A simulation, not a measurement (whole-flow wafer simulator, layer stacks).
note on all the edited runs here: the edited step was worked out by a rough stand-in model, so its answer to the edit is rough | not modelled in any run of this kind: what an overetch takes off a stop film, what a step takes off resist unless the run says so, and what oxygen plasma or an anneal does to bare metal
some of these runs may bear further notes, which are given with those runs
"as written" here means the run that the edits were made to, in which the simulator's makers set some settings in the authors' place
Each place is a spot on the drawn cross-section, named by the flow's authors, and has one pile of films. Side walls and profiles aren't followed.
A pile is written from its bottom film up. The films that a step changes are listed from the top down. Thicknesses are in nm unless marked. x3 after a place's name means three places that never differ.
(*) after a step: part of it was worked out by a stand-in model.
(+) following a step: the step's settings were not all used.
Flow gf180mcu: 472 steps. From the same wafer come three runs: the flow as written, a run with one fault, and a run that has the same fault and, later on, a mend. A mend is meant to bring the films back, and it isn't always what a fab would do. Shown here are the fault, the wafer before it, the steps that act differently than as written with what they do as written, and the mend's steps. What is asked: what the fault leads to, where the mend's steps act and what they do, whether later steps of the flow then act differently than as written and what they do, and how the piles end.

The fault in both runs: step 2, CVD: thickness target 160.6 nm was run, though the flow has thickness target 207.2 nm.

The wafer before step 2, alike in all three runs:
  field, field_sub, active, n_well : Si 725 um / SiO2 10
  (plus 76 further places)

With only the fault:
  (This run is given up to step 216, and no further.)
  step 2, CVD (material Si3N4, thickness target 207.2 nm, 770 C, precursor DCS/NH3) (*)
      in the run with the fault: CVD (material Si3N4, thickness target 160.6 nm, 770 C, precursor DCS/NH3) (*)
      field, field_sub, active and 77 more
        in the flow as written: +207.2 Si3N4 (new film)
        in the run with the fault: +160.6 Si3N4 (new film)
  Steps further on in the flow that do not act as written (29 other steps are not shown; they differ only slightly, by no more than 2% or 0.5 nm, whichever is larger):
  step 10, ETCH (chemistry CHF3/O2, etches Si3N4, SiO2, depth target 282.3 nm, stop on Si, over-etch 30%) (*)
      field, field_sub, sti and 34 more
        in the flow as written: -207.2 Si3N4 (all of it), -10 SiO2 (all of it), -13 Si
        in the run with the fault: -160.6 Si3N4 (all of it), -10 SiO2 (all of it), -22.4 Si
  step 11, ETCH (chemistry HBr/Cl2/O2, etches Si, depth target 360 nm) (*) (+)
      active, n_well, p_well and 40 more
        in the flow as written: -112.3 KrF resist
        in the run with the fault: -109.2 KrF resist
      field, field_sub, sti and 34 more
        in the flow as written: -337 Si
        in the run with the fault: -327.6 Si
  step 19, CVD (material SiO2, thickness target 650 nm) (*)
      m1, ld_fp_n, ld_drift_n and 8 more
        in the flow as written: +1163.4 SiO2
        in the run with the fault: +1116.8 SiO2
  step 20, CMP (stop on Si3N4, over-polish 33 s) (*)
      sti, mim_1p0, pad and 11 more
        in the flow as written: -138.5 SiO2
        in the run with the fault: -185.1 SiO2
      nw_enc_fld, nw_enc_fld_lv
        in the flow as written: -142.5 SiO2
        in the run with the fault: -189.1 SiO2
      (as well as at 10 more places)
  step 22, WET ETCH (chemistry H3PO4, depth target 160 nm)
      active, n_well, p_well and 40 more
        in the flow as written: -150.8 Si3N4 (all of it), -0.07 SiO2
        in the run with the fault: -104.1 Si3N4 (all of it), -0.44 SiO2
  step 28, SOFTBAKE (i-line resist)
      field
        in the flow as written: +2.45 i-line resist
        in the run with the fault: -0.89 i-line resist
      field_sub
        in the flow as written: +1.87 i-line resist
        in the run with the fault: -0.71 i-line resist
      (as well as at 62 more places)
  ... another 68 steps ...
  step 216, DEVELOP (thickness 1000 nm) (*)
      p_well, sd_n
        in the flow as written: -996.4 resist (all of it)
        in the run with the fault: -950.4 resist (all of it)
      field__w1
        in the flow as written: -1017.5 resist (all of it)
        in the run with the fault: -1039.1 resist (all of it)
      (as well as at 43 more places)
  After step 216, at field, field__w1, field__w2 and 68 more, the piles differ from the flow's by more than 2% or 0.5 nm, whichever is larger.
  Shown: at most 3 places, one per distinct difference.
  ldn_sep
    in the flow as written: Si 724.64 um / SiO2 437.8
    in the run with the fault: Si 724.64 um / SiO2 391.5
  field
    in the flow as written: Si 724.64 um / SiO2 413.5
    in the run with the fault: Si 724.64 um / SiO2 367.3
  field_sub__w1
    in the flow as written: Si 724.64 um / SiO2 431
    in the run with the fault: Si 724.64 um / SiO2 384.5

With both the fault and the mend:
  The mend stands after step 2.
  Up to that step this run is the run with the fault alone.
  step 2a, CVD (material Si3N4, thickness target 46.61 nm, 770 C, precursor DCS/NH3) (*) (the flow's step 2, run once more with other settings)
      field, field_sub, active and 77 more
        +46.6 Si3N4
  Later steps of the flow that are run all act as written at every place that is followed.
  The piles end the same as the flow's at every place that both follow.
